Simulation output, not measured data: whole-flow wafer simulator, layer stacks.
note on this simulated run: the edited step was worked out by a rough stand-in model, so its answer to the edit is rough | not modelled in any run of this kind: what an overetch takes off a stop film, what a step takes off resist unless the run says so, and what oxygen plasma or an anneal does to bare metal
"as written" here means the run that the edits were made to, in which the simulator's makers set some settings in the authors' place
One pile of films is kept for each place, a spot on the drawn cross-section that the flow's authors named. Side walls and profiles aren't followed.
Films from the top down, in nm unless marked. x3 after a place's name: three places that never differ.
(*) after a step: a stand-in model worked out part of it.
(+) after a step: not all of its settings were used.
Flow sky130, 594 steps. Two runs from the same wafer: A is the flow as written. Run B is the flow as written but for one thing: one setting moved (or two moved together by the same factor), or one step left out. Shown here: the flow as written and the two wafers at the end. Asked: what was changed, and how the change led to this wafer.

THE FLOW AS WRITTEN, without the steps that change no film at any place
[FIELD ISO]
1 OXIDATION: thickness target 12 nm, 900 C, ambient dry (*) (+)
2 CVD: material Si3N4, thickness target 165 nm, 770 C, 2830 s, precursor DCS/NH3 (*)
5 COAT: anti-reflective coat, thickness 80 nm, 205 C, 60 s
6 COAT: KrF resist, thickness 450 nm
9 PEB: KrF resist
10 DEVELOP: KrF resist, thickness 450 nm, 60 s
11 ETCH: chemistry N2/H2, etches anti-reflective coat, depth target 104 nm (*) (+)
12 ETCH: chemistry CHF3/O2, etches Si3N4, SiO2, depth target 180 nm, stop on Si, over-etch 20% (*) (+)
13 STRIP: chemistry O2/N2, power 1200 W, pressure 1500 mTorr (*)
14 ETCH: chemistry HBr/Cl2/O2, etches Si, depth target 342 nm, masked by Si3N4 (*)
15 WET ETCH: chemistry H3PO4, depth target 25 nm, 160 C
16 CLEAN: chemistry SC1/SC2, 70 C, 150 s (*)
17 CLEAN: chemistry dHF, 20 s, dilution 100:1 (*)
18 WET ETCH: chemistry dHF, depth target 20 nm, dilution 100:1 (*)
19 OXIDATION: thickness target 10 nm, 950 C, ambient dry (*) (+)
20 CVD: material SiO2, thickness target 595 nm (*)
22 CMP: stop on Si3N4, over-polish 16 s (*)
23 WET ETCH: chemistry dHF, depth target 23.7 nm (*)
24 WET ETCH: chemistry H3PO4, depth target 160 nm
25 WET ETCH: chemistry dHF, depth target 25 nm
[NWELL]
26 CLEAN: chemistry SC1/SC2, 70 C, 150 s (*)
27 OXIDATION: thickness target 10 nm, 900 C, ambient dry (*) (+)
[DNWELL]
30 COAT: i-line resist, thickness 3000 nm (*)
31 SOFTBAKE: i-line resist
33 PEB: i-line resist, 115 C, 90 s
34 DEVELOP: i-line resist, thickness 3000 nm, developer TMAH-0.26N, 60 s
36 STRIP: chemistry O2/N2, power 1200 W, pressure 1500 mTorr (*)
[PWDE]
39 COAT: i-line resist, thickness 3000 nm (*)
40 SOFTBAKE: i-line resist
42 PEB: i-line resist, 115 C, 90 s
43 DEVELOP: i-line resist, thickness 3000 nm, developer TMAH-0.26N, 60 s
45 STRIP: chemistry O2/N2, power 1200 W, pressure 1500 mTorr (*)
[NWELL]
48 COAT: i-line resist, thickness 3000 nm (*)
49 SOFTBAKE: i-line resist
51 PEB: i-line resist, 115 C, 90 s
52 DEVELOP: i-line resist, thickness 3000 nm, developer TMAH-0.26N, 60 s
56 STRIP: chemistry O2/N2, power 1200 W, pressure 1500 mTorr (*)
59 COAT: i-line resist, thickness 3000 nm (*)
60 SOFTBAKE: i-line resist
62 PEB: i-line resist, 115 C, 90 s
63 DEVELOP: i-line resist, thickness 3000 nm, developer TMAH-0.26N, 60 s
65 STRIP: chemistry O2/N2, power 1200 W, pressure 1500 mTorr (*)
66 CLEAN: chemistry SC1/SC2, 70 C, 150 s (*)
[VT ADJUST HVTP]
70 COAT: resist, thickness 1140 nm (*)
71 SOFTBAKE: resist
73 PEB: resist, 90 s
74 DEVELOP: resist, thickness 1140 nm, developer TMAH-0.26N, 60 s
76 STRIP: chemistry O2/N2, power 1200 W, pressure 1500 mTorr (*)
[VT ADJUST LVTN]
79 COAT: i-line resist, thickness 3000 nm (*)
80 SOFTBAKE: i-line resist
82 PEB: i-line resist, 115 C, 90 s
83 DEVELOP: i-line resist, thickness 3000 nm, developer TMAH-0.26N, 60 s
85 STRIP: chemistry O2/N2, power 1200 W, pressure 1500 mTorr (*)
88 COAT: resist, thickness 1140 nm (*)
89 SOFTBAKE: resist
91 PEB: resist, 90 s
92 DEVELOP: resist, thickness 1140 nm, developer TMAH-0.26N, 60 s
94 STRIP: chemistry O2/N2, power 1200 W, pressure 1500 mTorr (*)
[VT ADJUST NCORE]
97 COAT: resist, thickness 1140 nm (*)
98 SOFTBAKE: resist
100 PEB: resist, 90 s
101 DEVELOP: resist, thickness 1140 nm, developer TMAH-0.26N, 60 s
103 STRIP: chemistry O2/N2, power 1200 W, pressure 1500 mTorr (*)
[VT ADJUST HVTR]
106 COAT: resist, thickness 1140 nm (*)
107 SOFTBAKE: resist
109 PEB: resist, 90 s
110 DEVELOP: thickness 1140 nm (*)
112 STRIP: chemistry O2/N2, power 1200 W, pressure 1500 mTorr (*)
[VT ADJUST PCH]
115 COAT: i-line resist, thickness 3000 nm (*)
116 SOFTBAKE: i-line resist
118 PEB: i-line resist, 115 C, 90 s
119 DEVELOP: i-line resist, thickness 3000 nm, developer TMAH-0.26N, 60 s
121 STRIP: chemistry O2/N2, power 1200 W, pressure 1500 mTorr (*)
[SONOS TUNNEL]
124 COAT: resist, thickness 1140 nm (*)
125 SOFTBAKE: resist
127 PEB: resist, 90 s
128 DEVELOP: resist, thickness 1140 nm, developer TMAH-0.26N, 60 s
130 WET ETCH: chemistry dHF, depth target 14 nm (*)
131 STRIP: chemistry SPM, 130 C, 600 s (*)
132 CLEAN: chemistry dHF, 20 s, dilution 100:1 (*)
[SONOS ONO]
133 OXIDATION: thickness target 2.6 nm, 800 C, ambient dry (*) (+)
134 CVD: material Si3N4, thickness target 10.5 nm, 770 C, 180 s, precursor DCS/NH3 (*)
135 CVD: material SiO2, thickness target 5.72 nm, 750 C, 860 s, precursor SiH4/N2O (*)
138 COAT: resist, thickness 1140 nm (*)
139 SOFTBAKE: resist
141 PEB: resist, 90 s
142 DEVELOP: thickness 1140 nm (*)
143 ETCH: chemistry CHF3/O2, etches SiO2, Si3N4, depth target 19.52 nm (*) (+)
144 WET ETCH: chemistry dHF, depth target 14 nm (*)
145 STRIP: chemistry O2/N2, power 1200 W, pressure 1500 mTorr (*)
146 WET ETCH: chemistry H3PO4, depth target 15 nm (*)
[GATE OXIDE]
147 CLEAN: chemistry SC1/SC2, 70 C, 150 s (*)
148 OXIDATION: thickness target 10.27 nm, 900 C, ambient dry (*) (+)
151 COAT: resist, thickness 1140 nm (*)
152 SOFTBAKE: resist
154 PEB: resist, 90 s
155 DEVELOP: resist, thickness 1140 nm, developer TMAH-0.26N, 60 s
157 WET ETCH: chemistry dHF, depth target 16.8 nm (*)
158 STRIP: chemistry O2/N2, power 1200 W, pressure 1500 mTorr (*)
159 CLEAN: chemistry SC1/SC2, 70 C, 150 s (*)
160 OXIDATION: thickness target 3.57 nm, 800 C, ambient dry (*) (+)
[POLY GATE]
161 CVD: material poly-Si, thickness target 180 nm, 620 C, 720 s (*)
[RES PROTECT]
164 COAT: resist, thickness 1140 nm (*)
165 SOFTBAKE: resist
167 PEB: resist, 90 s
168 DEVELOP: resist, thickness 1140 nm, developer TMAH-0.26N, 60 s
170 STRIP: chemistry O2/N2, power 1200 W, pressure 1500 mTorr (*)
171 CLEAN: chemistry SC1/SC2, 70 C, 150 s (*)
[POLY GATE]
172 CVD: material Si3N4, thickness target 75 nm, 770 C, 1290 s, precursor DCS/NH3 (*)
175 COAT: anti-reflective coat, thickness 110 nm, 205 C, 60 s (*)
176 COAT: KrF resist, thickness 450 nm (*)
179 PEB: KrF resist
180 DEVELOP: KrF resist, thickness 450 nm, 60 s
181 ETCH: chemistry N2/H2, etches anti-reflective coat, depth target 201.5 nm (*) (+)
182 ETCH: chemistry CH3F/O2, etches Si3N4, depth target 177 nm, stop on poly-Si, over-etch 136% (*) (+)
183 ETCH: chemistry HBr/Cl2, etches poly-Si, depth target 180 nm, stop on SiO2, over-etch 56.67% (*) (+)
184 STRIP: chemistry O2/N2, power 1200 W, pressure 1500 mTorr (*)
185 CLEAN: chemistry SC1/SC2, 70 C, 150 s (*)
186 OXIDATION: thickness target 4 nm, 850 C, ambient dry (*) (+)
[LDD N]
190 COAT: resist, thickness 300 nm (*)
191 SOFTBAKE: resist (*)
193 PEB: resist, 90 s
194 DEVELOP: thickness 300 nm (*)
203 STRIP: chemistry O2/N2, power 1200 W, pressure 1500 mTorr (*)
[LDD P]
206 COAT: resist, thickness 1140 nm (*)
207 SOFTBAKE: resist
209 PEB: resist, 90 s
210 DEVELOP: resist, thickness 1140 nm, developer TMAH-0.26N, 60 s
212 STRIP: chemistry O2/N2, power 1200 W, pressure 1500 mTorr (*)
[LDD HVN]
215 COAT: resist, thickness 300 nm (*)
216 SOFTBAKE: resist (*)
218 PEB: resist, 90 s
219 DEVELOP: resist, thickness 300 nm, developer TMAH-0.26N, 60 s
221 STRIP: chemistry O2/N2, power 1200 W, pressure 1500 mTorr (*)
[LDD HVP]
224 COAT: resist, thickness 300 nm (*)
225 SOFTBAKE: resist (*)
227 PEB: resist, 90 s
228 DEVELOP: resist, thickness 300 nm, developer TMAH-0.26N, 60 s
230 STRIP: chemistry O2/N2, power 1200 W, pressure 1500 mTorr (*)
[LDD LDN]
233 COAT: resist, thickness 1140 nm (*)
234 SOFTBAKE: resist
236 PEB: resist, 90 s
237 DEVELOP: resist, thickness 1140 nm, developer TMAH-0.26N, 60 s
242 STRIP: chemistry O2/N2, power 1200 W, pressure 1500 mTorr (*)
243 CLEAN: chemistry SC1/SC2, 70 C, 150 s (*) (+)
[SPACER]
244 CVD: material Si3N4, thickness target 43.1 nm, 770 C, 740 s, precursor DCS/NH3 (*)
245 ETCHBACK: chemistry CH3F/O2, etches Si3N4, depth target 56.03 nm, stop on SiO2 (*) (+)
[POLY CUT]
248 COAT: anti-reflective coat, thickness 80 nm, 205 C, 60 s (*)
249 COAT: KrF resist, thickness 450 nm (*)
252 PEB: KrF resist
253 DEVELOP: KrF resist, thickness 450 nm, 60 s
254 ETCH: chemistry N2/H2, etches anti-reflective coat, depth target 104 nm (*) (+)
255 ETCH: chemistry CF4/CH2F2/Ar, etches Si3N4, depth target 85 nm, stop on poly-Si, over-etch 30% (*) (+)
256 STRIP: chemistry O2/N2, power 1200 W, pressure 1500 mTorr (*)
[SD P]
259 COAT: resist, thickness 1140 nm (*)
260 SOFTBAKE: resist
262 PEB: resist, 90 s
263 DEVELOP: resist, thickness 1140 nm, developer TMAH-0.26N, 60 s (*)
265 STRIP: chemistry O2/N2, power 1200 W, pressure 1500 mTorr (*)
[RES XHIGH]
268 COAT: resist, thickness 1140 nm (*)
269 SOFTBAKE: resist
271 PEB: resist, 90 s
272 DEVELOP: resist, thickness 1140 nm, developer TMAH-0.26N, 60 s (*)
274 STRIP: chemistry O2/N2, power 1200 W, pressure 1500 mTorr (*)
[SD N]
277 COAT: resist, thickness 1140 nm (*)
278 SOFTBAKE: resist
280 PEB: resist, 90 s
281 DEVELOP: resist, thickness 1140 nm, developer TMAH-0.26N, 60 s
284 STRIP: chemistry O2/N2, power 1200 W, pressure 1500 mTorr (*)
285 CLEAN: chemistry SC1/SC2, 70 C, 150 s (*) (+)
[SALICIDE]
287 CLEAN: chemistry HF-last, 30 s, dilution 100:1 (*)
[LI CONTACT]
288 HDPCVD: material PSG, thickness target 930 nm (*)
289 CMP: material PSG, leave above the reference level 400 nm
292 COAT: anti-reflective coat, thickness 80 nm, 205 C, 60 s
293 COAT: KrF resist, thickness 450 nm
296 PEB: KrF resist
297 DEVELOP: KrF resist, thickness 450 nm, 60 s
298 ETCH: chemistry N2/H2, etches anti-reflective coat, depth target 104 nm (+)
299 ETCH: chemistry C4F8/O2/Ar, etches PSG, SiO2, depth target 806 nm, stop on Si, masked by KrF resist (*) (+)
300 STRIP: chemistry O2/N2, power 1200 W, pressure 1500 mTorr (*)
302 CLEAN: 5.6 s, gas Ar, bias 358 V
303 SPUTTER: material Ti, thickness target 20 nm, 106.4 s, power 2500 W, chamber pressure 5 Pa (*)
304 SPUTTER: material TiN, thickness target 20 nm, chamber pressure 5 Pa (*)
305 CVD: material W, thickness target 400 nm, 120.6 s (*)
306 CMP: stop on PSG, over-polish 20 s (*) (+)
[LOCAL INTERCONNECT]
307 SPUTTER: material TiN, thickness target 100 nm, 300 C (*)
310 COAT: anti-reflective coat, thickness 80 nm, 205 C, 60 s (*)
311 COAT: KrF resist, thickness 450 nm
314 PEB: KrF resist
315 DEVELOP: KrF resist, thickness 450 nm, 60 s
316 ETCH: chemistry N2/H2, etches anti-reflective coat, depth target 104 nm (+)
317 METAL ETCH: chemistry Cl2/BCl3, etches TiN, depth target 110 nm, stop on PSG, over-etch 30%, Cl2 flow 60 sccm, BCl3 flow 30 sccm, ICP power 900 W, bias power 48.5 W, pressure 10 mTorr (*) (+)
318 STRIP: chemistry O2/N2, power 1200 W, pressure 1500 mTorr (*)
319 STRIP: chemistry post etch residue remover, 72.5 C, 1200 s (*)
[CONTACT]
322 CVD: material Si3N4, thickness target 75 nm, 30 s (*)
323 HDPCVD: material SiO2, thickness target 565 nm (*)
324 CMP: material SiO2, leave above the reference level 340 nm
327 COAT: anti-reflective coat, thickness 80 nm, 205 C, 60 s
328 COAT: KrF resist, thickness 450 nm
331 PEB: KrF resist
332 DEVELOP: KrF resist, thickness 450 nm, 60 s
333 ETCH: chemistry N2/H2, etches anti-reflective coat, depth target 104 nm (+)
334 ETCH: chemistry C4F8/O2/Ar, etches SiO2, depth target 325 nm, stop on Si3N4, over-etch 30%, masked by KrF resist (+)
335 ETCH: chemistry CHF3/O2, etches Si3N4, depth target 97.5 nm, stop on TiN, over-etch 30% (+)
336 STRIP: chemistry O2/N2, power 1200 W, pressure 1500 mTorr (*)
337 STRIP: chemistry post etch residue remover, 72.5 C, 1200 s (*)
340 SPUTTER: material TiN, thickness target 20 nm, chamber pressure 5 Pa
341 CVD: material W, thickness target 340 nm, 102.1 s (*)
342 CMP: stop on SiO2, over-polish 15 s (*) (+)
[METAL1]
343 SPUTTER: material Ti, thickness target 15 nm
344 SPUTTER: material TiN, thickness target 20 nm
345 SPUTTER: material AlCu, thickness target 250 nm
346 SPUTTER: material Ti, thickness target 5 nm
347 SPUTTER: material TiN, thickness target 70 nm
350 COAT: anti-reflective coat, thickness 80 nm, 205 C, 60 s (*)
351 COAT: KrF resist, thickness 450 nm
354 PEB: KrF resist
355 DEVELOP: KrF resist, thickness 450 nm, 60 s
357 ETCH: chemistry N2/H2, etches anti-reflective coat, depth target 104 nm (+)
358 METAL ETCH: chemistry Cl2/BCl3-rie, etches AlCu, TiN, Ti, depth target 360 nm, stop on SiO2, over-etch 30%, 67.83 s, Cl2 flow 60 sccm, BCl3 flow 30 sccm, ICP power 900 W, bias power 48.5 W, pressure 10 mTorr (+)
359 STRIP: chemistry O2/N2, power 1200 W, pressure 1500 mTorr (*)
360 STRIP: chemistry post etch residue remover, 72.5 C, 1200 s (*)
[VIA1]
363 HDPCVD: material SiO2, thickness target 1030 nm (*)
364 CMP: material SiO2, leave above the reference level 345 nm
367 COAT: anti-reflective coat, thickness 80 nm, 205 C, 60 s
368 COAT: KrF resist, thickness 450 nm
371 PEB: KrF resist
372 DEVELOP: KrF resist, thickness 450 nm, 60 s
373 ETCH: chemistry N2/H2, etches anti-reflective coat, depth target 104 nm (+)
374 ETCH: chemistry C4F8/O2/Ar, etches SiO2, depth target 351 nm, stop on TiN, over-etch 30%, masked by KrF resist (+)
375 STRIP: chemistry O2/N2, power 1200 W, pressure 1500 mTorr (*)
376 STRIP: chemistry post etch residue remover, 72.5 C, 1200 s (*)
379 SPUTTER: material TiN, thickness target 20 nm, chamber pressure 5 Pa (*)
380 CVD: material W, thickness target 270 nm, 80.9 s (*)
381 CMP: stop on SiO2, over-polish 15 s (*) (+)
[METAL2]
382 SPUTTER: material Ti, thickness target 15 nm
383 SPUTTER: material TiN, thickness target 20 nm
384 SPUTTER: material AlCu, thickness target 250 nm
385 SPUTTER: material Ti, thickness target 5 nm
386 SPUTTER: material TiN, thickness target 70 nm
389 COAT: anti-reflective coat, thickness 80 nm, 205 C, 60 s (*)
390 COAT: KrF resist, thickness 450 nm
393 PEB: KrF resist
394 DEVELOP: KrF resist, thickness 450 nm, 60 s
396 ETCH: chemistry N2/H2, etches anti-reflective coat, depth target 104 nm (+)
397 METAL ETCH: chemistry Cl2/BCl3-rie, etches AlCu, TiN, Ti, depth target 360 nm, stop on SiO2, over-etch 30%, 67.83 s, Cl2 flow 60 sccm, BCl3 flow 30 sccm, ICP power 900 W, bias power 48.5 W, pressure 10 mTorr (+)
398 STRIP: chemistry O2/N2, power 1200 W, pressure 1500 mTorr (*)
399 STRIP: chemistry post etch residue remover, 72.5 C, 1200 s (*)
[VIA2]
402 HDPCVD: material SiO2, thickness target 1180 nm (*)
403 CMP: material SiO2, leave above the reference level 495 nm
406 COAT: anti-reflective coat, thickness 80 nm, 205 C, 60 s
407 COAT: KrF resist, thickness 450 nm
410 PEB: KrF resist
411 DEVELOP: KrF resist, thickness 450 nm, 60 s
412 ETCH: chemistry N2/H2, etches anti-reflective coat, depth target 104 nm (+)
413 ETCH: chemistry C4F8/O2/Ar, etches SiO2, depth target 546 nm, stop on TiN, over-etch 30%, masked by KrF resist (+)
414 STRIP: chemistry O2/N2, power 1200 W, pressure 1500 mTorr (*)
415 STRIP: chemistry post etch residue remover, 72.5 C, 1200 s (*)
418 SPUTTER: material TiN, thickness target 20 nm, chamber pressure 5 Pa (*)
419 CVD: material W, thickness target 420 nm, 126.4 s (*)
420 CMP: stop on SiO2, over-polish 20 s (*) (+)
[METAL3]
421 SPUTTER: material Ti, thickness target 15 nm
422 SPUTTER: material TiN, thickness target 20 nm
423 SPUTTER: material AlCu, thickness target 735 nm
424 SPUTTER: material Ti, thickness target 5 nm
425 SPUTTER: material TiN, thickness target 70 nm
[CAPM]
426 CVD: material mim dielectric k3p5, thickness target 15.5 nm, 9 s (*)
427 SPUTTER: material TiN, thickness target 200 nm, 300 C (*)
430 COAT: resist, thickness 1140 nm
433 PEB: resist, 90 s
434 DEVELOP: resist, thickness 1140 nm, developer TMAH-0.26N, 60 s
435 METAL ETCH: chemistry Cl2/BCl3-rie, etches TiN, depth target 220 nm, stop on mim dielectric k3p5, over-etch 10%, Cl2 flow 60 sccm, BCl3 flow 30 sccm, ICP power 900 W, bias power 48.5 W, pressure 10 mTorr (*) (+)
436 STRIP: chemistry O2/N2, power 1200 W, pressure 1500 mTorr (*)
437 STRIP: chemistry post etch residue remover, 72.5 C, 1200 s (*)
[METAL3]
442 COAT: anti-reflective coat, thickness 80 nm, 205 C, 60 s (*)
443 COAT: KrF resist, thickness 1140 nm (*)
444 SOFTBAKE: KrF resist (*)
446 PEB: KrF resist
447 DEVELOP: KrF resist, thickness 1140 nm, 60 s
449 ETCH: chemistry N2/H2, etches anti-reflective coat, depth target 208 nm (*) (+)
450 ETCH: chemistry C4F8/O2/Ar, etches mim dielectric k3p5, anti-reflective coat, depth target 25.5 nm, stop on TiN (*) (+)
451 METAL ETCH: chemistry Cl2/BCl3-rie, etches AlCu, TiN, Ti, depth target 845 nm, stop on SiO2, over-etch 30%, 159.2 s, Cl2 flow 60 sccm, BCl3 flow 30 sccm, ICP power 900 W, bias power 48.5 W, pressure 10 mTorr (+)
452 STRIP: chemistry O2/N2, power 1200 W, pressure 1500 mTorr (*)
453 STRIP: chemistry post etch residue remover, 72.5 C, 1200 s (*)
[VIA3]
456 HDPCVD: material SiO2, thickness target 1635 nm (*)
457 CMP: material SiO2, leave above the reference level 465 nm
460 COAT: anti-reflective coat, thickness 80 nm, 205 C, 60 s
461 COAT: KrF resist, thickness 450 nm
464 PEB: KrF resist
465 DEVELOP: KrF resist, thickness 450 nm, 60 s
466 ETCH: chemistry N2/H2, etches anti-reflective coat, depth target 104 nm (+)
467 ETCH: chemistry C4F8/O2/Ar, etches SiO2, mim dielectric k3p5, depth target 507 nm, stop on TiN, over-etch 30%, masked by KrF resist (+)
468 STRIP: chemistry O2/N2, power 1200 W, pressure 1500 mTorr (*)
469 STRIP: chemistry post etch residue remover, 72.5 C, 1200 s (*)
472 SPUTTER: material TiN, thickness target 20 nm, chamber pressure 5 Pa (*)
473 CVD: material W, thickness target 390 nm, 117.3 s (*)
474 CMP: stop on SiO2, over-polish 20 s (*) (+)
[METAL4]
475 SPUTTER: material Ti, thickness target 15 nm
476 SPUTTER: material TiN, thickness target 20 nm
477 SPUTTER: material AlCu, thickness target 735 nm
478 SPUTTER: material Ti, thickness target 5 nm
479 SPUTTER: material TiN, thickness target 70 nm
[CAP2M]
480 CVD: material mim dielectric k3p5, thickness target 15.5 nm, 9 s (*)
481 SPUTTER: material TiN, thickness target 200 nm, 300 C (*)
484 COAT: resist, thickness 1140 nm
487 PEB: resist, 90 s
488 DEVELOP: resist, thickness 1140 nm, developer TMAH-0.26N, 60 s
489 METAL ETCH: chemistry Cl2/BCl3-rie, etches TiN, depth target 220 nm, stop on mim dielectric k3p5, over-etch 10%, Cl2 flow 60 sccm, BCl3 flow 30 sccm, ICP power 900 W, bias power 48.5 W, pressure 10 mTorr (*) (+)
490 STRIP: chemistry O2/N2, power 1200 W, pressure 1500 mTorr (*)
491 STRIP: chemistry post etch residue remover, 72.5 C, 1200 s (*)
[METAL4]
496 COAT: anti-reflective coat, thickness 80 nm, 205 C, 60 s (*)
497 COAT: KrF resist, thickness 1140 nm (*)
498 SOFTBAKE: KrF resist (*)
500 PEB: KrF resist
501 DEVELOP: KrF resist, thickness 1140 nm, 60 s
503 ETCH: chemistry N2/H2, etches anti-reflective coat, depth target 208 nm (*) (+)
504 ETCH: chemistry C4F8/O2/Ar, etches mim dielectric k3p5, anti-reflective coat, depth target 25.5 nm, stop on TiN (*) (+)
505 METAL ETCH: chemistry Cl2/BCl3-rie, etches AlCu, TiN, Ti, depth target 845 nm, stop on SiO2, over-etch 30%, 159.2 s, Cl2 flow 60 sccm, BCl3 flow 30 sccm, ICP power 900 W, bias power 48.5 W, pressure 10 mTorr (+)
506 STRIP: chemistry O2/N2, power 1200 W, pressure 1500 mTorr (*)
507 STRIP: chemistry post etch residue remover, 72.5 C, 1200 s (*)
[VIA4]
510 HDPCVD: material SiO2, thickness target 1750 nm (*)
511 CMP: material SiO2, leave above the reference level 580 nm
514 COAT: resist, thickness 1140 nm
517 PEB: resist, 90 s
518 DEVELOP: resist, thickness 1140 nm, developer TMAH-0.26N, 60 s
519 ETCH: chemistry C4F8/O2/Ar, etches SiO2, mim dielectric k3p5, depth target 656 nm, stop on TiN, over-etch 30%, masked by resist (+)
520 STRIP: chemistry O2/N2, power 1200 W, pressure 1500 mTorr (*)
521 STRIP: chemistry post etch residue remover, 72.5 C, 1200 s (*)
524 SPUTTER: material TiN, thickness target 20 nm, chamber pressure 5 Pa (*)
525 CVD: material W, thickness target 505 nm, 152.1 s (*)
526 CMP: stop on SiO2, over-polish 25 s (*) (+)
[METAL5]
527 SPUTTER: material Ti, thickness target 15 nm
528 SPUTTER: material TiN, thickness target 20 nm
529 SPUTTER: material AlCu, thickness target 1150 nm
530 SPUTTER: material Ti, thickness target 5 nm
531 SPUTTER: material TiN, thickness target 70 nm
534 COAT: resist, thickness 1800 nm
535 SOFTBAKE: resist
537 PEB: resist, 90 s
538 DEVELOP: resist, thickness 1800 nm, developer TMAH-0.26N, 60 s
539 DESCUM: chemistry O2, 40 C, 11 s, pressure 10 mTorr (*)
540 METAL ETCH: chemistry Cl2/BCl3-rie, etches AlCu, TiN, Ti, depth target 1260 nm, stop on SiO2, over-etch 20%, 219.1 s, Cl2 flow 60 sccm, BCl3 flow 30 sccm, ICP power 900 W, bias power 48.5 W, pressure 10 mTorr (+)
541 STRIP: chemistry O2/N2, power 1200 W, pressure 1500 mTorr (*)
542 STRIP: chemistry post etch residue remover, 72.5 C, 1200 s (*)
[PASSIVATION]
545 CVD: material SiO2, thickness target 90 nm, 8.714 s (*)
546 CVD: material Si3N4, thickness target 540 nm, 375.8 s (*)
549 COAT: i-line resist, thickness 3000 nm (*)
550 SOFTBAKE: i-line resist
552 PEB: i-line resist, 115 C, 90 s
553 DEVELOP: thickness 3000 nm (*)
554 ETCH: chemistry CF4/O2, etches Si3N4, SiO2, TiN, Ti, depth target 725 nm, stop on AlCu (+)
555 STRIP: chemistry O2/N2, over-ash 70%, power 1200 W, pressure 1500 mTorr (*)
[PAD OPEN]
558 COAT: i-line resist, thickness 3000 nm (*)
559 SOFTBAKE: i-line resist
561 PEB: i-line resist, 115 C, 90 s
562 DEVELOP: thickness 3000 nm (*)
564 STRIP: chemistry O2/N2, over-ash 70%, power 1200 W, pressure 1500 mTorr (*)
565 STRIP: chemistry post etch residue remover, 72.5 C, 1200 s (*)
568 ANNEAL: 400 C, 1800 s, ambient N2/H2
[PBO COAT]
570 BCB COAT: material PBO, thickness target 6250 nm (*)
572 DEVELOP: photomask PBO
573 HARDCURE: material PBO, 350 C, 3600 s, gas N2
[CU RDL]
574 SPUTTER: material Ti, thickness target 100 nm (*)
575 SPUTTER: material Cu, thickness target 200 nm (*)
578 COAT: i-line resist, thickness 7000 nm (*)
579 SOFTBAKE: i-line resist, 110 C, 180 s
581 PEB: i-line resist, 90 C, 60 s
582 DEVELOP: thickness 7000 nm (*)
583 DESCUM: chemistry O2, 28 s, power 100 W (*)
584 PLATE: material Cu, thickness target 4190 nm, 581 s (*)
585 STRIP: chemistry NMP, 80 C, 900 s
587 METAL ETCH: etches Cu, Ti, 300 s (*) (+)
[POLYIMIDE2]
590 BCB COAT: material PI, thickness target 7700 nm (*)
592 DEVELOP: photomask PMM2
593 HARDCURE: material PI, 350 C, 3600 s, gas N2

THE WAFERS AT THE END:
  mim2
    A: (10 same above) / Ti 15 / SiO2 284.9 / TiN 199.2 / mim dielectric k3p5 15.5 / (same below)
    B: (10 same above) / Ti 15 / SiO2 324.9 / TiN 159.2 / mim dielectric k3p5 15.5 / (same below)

The cause: step 481, SPUTTER: thickness target 160 nm was run, where the flow has thickness target 200 nm.

How the change led to this, step by step:
  481 SPUTTER: material TiN, thickness target 200 nm, 300 C (*)
      field, active, n_well and 189 more: A TiN +200 (new film) | B TiN +160 (new film)
  489 METAL ETCH: chemistry Cl2/BCl3-rie, etches TiN, depth target 220 nm, stop on mim dielectric k3p5, over-etch 10%, Cl2 flow 60 sccm, BCl3 flow 30 sccm, ICP power 900 W, bias power 48.5 W, pressure 10 mTorr (*) (+)
      field, active, n_well and 188 more: A TiN -200 (all of it) | B TiN -160 (all of it)
      mim2: A resist -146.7 | B resist -117.3
  490 STRIP: chemistry O2/N2, power 1200 W, pressure 1500 mTorr (*)
      mim2: A resist -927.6 (all of it) | B resist -956.9 (all of it)
  496 COAT: anti-reflective coat, thickness 80 nm, 205 C, 60 s (*)
      iso_guard__w2: A anti-reflective coat +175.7 (new film) | B anti-reflective coat +149.3 (new film)
      mim2: A anti-reflective coat +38 (new film) | B anti-reflective coat +30.3 (new film)
  497 COAT: KrF resist, thickness 1140 nm (*)
      mim2: A KrF resist +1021 (new film) | B KrF resist +1058.1 (new film)
  506 STRIP: chemistry O2/N2, power 1200 W, pressure 1500 mTorr (*)
      iso_guard__w2: A KrF resist -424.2 (all of it), anti-reflective coat -175.7 (all of it) | B KrF resist -441.8 (all of it), anti-reflective coat -149.3 (all of it)
      mim2: A KrF resist -368.7 (all of it), anti-reflective coat -38 (all of it) | B KrF resist -405.6 (all of it), anti-reflective coat -30.3 (all of it)
  511 CMP: material SiO2, leave above the reference level 580 nm
      mim2: A SiO2 -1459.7 | B SiO2 -1419.7
